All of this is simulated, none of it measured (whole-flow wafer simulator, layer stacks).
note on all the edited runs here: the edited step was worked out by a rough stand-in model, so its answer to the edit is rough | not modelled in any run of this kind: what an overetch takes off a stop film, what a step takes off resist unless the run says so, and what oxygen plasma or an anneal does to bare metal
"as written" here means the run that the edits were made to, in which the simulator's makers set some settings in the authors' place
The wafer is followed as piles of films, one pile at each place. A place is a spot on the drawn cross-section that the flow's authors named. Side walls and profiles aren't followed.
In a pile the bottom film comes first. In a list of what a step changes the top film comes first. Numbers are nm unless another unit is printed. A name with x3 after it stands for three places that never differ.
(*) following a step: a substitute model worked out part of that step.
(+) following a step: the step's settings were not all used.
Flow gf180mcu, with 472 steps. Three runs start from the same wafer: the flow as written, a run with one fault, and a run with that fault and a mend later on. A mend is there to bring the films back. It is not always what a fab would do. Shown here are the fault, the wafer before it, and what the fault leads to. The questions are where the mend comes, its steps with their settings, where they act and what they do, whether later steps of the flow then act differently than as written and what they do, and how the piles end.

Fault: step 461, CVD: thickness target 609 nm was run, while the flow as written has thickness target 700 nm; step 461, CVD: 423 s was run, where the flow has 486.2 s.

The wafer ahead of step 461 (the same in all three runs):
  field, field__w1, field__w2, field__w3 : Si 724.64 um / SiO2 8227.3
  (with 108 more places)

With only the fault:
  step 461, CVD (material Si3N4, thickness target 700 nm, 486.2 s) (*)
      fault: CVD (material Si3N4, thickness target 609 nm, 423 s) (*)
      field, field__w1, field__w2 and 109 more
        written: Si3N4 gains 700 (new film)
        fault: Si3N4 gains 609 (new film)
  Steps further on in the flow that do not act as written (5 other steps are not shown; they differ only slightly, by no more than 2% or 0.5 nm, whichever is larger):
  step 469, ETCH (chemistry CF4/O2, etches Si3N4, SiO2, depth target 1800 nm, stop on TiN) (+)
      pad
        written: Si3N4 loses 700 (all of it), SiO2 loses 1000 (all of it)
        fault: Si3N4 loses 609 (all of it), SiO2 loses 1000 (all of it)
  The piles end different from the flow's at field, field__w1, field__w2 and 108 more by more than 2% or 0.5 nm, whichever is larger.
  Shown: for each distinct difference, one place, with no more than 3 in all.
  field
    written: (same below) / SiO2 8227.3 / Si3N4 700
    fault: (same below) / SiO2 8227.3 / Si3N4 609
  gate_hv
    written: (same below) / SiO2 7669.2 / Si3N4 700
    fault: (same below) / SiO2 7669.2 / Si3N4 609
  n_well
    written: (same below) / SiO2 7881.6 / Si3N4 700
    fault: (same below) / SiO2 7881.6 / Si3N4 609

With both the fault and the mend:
  The mend follows step 461.
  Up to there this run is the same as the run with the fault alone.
  step 461a, CVD (material Si3N4, thickness target 91 nm, 63.2 s) (*) (the flow's step 461, run once more with other settings)
      field, field__w1, field__w2 and 109 more
        Si3N4 gains 91.1
  Every later step of the flow that is run acts as written, at every place that is followed, to within 2% or 0.5 nm, whichever is larger.
  At the end the piles are close to the flow's at the places that both follow, differing by at most 2% or 0.5 nm, whichever is larger.
